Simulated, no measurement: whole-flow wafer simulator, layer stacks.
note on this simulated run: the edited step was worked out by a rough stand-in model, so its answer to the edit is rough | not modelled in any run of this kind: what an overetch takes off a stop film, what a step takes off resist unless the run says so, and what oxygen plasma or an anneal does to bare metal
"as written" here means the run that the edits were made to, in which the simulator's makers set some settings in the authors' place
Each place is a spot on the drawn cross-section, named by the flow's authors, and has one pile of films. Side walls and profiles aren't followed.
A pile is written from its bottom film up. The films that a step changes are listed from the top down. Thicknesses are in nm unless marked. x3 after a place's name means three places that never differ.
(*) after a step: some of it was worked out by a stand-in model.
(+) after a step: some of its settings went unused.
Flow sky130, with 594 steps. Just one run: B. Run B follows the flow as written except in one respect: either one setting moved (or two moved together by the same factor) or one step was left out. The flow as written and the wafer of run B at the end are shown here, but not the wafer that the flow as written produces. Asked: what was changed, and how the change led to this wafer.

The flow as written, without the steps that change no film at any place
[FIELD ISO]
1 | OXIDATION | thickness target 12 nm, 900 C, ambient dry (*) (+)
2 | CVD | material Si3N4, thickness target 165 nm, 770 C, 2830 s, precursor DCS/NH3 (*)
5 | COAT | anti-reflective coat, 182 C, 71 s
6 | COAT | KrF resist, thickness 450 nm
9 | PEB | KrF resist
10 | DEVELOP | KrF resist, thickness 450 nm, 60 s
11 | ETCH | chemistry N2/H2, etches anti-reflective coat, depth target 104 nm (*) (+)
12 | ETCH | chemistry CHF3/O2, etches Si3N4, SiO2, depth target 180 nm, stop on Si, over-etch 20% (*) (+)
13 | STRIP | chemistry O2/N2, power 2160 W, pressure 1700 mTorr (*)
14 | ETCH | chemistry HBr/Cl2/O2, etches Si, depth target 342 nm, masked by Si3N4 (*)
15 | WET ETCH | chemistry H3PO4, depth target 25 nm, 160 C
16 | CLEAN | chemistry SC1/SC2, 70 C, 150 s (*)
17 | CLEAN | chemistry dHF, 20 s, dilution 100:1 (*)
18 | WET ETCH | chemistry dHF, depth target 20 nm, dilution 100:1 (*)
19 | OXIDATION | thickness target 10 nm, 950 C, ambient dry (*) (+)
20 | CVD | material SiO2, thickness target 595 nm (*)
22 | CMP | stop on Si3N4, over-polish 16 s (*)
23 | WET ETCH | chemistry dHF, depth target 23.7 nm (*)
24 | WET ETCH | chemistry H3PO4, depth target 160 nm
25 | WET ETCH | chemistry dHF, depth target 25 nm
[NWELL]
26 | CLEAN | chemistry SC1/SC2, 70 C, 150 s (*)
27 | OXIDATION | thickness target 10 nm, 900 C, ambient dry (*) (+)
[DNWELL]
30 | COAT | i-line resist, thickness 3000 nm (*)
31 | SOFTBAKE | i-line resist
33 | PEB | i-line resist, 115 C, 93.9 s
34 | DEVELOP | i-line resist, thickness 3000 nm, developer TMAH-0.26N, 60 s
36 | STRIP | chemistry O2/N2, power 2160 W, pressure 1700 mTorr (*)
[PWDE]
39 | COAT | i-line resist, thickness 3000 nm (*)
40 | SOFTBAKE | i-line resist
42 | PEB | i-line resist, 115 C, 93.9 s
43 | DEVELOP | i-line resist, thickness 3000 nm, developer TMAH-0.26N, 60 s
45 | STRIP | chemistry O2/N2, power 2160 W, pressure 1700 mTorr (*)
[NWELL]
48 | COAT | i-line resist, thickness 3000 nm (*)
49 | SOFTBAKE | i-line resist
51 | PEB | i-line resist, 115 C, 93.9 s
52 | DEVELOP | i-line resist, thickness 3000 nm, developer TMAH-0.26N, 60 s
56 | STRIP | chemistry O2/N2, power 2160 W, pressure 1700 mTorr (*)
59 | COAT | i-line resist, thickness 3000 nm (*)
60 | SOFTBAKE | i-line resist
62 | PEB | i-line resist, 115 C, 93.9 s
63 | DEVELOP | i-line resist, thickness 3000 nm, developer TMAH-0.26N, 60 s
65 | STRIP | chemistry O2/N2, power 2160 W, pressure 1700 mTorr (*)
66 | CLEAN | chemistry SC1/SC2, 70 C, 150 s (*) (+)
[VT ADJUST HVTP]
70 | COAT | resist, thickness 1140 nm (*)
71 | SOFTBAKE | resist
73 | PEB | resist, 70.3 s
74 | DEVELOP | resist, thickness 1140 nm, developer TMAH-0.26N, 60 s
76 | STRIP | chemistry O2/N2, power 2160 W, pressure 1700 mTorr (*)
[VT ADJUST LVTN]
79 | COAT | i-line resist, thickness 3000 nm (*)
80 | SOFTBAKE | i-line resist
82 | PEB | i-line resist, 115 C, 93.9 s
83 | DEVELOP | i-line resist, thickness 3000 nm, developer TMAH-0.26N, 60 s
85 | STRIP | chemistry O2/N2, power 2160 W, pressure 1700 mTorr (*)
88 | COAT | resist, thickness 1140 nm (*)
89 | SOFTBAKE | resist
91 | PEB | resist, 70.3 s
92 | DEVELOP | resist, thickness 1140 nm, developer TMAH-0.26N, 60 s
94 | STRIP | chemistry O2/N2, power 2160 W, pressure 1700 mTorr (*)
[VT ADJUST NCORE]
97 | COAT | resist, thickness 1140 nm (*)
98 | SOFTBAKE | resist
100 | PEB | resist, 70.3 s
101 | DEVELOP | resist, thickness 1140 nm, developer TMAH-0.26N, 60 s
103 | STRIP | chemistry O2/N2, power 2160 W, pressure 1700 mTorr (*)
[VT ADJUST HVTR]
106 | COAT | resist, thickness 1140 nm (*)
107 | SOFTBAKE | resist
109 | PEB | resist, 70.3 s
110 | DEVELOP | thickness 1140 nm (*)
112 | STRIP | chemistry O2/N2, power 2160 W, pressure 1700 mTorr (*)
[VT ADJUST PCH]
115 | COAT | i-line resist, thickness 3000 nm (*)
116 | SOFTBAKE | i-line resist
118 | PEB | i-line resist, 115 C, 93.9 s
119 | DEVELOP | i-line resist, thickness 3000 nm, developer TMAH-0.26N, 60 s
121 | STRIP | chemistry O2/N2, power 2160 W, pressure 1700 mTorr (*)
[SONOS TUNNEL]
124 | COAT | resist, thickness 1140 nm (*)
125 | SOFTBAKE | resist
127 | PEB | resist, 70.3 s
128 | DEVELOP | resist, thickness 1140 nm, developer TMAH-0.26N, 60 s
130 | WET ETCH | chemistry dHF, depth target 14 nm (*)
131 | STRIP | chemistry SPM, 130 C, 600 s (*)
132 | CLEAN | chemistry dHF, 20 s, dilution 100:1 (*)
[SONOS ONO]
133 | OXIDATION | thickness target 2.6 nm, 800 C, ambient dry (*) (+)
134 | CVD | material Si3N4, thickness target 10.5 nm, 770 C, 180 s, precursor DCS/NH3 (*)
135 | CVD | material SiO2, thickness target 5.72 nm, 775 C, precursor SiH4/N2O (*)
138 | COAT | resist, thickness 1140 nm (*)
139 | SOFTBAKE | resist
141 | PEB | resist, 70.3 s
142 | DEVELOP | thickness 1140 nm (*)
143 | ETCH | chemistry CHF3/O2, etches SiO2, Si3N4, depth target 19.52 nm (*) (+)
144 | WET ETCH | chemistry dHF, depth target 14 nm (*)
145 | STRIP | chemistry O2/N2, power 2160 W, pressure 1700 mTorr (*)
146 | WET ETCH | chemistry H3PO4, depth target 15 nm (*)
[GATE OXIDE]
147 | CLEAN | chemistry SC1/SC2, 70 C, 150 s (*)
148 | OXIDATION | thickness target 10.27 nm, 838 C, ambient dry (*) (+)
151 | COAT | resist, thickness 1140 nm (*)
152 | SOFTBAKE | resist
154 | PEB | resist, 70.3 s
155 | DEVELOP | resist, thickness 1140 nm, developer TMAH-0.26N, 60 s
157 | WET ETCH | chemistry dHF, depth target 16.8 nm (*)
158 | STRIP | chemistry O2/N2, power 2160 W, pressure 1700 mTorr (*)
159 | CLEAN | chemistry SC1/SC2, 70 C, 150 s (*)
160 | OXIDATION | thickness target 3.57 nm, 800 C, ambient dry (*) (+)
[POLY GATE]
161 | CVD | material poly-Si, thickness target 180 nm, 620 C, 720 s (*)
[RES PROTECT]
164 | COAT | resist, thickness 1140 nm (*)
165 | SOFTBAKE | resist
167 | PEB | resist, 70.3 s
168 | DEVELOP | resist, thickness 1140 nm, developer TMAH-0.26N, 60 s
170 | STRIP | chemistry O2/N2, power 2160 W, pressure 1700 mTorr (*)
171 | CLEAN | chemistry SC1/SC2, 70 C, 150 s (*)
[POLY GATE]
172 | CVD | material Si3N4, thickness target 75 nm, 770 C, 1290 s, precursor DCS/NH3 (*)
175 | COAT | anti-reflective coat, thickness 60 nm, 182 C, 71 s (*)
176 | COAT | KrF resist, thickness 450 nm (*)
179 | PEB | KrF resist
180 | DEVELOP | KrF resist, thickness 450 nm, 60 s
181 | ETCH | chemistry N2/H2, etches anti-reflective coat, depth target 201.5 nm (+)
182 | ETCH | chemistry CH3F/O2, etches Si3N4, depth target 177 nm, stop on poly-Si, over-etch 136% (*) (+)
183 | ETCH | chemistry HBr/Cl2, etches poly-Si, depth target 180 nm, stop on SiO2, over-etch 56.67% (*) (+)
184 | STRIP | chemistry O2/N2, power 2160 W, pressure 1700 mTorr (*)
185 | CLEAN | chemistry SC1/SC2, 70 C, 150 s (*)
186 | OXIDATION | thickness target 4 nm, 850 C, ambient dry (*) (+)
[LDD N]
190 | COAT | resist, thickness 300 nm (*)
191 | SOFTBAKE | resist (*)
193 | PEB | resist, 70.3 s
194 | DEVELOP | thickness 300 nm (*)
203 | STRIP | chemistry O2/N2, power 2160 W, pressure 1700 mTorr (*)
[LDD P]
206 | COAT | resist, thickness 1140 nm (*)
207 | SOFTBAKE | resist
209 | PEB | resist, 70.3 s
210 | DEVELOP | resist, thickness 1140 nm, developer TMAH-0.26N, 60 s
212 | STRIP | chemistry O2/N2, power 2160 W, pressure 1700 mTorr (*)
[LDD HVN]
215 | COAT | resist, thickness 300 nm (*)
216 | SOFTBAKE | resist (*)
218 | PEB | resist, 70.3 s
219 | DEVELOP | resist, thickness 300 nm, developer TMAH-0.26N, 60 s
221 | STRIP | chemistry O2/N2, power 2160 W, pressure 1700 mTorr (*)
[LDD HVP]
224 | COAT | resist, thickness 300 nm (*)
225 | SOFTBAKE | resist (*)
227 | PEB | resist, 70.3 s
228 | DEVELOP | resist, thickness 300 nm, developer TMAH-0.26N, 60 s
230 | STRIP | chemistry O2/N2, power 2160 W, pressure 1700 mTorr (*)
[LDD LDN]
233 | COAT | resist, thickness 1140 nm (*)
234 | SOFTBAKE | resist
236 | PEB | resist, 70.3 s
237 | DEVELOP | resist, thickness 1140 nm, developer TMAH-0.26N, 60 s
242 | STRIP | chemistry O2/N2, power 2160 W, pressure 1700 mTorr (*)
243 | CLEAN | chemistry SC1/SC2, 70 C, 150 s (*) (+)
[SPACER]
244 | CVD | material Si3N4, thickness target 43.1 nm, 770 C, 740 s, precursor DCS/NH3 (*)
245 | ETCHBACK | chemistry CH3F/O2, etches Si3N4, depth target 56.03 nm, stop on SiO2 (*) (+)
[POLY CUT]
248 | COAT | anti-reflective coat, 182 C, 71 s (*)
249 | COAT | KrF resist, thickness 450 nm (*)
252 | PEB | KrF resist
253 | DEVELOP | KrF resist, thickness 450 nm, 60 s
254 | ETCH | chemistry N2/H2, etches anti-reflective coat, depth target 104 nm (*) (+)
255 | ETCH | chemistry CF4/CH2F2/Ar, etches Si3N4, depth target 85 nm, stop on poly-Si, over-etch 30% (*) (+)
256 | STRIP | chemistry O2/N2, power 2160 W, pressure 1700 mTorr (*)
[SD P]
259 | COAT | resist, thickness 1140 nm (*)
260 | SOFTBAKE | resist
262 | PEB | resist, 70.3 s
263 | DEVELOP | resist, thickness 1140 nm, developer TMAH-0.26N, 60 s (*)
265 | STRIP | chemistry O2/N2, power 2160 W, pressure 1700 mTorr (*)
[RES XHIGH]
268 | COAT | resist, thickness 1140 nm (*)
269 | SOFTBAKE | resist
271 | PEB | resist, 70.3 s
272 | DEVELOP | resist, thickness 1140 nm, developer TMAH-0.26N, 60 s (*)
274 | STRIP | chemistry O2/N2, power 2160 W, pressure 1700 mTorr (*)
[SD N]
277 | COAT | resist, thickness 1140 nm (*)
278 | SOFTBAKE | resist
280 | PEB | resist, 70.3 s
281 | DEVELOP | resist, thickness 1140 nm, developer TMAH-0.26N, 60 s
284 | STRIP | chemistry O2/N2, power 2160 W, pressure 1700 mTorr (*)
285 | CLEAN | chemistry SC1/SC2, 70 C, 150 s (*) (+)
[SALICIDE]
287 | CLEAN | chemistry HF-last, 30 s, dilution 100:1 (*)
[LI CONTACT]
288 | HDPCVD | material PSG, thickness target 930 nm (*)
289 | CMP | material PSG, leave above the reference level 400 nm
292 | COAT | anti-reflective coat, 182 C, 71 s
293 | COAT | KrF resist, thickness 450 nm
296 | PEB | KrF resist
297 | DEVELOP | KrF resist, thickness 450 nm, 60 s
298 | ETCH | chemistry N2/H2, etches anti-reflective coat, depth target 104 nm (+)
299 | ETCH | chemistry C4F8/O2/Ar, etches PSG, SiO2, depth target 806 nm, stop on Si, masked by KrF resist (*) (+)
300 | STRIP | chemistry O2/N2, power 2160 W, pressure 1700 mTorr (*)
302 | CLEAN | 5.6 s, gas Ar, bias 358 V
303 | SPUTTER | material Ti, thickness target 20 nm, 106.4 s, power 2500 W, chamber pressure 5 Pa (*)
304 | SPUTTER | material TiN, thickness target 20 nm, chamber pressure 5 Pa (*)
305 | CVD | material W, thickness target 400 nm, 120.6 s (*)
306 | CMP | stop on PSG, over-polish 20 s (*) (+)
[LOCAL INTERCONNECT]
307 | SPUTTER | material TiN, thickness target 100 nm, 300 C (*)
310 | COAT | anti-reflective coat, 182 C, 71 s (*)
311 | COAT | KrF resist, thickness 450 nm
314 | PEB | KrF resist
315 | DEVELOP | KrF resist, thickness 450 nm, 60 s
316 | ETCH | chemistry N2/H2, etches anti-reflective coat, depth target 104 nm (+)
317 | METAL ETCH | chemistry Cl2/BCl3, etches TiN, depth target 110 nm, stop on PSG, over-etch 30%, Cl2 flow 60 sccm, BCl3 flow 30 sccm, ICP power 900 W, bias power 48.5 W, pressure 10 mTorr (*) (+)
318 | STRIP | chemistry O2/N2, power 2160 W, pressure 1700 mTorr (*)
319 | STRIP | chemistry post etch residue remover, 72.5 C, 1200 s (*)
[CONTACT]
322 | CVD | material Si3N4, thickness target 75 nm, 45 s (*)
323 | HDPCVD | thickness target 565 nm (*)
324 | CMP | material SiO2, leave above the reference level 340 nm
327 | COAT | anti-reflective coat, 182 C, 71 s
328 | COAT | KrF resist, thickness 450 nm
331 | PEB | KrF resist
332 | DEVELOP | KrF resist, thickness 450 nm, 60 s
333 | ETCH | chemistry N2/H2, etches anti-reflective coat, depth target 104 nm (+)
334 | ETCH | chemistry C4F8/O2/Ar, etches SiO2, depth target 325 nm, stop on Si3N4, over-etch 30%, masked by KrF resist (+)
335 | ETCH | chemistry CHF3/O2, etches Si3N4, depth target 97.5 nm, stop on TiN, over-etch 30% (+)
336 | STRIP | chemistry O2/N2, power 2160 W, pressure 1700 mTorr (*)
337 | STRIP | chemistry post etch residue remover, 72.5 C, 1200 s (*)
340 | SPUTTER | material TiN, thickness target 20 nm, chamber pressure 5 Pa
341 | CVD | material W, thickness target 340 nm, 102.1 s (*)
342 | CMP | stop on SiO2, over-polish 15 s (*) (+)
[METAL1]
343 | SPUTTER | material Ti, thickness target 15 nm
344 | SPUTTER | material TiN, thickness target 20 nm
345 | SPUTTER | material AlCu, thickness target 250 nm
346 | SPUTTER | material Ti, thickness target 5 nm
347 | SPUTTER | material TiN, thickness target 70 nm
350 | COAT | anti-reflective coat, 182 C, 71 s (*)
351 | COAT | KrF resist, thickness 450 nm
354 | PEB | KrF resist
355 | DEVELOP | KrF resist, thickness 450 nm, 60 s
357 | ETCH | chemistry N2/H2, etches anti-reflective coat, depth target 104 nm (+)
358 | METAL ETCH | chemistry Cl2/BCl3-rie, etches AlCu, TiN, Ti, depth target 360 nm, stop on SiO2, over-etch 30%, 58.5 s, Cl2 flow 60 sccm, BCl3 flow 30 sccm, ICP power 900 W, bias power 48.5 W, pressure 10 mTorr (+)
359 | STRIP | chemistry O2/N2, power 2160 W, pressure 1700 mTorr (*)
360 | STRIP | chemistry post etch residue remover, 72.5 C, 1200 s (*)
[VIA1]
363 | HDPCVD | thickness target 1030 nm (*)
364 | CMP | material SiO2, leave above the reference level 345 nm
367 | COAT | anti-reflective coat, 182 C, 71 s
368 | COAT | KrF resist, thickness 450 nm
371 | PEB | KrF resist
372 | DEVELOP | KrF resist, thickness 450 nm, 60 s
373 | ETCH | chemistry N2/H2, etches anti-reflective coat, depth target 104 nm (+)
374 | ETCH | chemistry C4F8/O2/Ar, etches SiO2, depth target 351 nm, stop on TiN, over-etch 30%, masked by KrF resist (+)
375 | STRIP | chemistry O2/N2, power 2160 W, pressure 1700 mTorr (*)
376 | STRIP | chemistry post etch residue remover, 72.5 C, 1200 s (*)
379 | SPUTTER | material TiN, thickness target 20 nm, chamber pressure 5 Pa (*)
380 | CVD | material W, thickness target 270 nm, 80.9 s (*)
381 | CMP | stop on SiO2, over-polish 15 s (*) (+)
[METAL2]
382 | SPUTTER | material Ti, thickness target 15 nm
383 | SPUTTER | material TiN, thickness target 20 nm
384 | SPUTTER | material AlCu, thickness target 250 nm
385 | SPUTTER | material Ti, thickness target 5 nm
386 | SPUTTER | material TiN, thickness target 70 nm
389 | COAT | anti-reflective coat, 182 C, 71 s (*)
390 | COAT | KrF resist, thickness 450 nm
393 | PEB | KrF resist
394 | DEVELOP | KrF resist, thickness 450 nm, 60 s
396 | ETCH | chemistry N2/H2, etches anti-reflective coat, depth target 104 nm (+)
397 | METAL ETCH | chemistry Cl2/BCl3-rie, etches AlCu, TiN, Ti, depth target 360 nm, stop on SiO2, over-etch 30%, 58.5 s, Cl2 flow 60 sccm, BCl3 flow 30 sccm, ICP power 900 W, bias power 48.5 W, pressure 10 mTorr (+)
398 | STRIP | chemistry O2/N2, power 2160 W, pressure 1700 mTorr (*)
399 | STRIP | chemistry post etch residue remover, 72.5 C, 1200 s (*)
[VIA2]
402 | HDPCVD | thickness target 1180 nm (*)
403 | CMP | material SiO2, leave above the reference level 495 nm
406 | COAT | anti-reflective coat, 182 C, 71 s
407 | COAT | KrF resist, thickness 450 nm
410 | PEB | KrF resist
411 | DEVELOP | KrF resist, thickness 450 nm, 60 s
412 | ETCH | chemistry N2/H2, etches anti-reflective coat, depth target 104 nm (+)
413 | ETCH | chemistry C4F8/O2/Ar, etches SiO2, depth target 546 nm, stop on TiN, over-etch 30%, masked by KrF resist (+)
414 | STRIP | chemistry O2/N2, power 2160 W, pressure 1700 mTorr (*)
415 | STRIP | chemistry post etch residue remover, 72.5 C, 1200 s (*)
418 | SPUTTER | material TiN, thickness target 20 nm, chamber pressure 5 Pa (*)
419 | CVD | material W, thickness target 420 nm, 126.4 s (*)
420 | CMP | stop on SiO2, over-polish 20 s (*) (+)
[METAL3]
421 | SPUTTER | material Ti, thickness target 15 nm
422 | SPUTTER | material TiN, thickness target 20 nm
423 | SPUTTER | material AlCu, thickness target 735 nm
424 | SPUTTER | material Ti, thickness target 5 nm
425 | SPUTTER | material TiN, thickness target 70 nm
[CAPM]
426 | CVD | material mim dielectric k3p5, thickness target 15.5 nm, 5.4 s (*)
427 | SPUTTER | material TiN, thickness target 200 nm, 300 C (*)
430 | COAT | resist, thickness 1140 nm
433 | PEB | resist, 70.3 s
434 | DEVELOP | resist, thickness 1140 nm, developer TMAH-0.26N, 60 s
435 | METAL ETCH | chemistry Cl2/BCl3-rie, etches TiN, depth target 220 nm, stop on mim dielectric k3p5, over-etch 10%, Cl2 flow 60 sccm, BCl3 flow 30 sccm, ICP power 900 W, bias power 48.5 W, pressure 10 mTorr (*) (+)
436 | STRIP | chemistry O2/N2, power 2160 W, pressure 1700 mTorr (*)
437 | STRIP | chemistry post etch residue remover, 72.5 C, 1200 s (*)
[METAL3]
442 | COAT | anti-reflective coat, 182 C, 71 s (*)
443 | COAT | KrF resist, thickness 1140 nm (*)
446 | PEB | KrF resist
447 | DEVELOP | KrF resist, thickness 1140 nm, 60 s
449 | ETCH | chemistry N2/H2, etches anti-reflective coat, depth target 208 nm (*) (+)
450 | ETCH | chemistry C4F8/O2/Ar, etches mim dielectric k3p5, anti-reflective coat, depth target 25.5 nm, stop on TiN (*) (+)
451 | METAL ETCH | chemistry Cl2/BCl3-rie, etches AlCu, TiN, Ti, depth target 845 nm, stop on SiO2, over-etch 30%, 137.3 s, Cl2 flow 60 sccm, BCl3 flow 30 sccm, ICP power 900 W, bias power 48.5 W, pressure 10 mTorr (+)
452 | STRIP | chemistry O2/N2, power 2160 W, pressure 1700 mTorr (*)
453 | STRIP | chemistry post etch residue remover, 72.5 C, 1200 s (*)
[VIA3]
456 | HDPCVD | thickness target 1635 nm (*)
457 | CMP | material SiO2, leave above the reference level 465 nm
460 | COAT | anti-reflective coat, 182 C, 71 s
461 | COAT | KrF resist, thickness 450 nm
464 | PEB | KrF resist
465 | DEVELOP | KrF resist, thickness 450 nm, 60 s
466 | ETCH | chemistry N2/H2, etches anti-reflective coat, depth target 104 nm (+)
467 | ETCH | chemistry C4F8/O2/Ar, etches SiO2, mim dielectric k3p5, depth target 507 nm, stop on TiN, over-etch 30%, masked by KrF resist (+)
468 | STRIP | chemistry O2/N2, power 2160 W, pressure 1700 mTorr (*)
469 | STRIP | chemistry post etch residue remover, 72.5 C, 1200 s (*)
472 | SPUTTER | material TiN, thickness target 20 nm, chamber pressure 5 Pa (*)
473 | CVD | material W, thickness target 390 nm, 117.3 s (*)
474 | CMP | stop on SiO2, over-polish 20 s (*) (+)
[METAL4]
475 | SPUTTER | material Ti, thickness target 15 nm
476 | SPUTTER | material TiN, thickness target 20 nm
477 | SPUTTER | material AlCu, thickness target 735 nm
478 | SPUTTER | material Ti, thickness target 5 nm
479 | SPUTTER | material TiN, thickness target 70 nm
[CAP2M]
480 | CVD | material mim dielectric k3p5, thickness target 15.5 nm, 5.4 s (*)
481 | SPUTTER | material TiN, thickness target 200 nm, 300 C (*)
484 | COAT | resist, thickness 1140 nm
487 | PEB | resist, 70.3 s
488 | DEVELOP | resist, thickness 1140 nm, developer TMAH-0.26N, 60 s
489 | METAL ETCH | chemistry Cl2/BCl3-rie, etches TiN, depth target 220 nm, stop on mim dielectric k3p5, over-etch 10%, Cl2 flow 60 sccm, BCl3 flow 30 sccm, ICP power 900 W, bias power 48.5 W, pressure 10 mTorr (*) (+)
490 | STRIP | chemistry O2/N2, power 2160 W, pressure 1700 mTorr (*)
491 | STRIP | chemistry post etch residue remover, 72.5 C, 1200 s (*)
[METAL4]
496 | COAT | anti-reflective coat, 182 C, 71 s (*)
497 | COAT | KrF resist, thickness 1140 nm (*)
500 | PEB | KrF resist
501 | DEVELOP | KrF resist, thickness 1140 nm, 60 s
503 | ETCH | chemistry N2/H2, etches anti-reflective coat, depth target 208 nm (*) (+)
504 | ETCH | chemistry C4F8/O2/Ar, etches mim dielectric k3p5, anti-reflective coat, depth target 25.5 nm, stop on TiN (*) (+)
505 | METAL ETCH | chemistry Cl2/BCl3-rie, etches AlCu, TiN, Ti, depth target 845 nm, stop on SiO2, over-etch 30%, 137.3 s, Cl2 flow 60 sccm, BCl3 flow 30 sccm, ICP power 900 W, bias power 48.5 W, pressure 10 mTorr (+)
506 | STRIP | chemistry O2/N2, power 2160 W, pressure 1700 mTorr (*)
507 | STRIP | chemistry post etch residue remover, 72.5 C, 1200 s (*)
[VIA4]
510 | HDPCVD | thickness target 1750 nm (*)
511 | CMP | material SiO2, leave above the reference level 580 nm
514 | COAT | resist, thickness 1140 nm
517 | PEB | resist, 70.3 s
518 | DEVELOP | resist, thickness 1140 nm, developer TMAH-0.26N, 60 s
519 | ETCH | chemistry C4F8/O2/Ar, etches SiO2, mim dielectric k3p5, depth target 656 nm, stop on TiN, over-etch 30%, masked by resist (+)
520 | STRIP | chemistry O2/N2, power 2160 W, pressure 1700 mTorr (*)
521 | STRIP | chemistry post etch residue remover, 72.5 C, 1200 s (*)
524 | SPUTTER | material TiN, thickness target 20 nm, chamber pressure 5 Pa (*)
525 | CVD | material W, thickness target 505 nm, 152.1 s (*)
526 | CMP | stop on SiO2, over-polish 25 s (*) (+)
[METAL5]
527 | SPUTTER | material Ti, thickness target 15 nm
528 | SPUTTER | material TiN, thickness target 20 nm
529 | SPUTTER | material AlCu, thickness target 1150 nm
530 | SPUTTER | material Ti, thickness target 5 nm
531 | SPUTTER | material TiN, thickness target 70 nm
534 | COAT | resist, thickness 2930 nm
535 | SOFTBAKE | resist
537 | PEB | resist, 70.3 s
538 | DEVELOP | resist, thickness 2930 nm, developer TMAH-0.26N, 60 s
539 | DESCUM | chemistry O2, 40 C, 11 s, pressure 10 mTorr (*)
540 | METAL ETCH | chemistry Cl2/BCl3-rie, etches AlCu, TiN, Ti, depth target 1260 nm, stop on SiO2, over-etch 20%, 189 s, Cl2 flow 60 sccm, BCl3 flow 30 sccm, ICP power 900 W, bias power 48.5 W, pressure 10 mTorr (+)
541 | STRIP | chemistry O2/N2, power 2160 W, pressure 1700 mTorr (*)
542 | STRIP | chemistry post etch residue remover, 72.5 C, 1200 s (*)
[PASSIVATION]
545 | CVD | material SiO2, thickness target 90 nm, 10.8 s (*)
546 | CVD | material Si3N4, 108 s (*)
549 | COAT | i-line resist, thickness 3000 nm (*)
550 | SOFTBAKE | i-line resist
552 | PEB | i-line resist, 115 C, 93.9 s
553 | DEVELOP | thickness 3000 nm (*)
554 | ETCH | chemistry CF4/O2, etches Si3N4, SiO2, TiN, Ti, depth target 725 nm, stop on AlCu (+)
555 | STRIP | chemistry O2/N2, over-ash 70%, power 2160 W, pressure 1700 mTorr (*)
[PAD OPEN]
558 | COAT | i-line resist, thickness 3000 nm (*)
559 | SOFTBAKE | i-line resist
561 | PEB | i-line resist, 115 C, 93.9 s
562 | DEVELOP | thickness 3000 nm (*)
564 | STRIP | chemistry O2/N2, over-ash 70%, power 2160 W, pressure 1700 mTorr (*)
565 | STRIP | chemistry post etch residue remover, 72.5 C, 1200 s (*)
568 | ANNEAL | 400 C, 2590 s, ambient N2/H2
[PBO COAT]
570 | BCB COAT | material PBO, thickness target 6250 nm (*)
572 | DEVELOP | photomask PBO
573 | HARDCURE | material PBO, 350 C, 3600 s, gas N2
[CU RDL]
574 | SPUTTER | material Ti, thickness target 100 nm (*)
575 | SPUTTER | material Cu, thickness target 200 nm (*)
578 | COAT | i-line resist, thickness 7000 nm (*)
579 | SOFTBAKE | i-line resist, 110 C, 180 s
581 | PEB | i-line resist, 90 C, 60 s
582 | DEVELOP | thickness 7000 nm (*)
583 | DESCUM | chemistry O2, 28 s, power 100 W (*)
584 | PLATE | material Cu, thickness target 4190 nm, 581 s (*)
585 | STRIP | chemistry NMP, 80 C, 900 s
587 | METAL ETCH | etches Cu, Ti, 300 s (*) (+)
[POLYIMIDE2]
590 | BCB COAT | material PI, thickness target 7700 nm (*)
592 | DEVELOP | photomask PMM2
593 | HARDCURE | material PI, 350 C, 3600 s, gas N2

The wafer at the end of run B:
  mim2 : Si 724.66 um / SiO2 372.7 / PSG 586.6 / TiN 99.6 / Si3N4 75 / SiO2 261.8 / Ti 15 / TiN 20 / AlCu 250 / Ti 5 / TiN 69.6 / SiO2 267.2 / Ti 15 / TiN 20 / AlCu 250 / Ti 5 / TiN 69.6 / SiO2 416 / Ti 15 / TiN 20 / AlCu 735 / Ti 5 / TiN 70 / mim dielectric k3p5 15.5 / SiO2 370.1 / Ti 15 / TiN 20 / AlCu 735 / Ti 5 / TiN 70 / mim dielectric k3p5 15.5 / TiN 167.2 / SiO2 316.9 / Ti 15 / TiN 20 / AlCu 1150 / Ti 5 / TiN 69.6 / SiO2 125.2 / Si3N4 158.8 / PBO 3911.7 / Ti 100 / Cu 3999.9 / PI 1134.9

What caused this: step 481, SPUTTER: thickness target 168 nm was run, whereas the flow has thickness target 200 nm.

How this came from the change, step by step:
  481 | SPUTTER | material TiN, thickness target 200 nm, 300 C (*)
      field, active, n_well and 189 more: TiN gains 168 (new film) (in the flow as written it would be: TiN gains 200 (new film))
  489 | METAL ETCH | chemistry Cl2/BCl3-rie, etches TiN, depth target 220 nm, stop on mim dielectric k3p5, over-etch 10%, Cl2 flow 60 sccm, BCl3 flow 30 sccm, ICP power 900 W, bias power 48.5 W, pressure 10 mTorr (*) (+)
      field, active, n_well and 188 more: TiN loses 168 (all of it) (in the flow as written it would be: TiN loses 200 (all of it))
      mim2: resist loses 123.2 (in the flow as written it would be: resist loses 146.7)
  490 | STRIP | chemistry O2/N2, power 2160 W, pressure 1700 mTorr (*)
      mim2: resist loses 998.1 (all of it) (in the flow as written it would be: resist loses 974.6 (all of it))
  496 | COAT | anti-reflective coat, 182 C, 71 s (*)
      iso_guard__w2: anti-reflective coat gains 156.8 (new film) (in the flow as written it would be: anti-reflective coat gains 177.8 (new film))
      mim2: anti-reflective coat gains 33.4 (new film) (in the flow as written it would be: anti-reflective coat gains 40.3 (new film))
  497 | COAT | KrF resist, thickness 1140 nm (*)
      mim2: KrF resist gains 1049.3 (new film) (in the flow as written it would be: KrF resist gains 1018.9 (new film))
  506 | STRIP | chemistry O2/N2, power 2160 W, pressure 1700 mTorr (*)
      iso_guard__w2: KrF resist loses 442 (all of it), anti-reflective coat loses 156.8 (all of it) (in the flow as written it would be: KrF resist loses 427.9 (all of it), anti-reflective coat loses 177.8 (all of it))
      mim2: KrF resist loses 402.4 (all of it), anti-reflective coat loses 33.4 (all of it) (in the flow as written it would be: KrF resist loses 372.1 (all of it), anti-reflective coat loses 40.3 (all of it))
  511 | CMP | material SiO2, leave above the reference level 580 nm
      mim2: SiO2 loses 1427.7 (in the flow as written it would be: SiO2 loses 1459.7)
